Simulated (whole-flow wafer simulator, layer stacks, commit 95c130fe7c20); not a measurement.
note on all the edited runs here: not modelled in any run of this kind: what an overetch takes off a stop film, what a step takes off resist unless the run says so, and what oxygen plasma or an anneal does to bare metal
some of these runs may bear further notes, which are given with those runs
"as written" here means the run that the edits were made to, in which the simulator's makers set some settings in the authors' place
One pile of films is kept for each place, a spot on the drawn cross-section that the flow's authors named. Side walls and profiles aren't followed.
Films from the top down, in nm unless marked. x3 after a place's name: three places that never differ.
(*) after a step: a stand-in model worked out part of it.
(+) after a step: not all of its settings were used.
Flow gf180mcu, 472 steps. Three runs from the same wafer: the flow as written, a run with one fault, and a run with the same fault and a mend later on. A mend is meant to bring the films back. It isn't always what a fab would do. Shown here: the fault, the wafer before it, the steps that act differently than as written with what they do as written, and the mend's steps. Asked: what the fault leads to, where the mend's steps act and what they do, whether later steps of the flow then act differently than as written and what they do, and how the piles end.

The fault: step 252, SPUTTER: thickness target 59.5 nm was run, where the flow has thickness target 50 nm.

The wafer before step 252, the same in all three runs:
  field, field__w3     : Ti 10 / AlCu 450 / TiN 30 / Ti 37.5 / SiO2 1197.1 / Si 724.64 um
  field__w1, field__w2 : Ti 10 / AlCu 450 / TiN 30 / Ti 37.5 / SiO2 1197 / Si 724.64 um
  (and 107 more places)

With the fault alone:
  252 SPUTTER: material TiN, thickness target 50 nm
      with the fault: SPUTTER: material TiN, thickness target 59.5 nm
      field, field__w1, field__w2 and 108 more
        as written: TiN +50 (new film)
        with the fault: TiN +59.5 (new film)
  Later steps of the flow that act differently than as written (6 more steps differ only slightly, by at most 2% or 0.5 nm, whichever is larger, and aren't shown):
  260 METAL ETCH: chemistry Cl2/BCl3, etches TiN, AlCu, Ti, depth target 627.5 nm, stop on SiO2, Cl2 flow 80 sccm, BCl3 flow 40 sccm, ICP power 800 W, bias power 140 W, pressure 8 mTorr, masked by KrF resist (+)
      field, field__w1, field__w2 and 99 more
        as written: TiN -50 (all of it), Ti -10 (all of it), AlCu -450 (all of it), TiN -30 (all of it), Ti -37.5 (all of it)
        with the fault: TiN -59.5 (all of it), Ti -10 (all of it), AlCu -450 (all of it), TiN -30 (all of it), Ti -37.5 (all of it)
  At the end the piles differ from the flow's by more than 2% or 0.5 nm, whichever is larger, at field__w8, contact, m1 and 6 more.
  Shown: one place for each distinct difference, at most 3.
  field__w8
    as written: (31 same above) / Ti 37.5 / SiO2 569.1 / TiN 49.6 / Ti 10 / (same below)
    with the fault: (31 same above) / Ti 37.5 / SiO2 559.6 / TiN 59.1 / Ti 10 / (same below)
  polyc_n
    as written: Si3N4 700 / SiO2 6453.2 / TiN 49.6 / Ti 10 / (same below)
    with the fault: Si3N4 700 / SiO2 6443.7 / TiN 59.1 / Ti 10 / (same below)
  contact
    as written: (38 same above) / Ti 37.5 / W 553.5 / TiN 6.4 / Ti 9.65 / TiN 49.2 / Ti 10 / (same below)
    with the fault: (38 same above) / Ti 37.5 / W 543.9 / TiN 6.44 / Ti 9.71 / TiN 58.7 / Ti 10 / (same below)

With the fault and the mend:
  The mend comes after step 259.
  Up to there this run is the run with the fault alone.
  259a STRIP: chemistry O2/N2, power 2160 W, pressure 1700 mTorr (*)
      field__w8, contact, m1 and 6 more
        KrF resist -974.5 (all of it)
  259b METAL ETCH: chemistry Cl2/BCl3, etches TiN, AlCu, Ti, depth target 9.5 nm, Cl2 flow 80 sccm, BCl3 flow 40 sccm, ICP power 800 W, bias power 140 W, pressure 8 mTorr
      field, field__w1, field__w2 and 108 more
        TiN -9.5
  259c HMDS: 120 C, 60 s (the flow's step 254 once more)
      changes no film at any place that is followed
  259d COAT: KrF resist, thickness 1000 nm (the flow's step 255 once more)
      field, field__w1, field__w2 and 108 more
        KrF resist +1000 (new film)
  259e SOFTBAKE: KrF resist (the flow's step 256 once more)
      changes no film at any place that is followed
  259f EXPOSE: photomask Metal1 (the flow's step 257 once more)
      changes no film at any place that is followed
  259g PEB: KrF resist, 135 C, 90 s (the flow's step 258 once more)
      field, field__w1, field__w2 and 108 more
        KrF resist -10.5
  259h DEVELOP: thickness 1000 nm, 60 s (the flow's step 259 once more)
      field, field__w1, field__w2 and 99 more
        KrF resist -989.5 (all of it)
      field__w8, contact, m1 and 6 more
        KrF resist -14.9
  No later step of the flow acts differently than as written at any place that is followed.
  At the end the piles are the same as the flow's at every place that both follow.
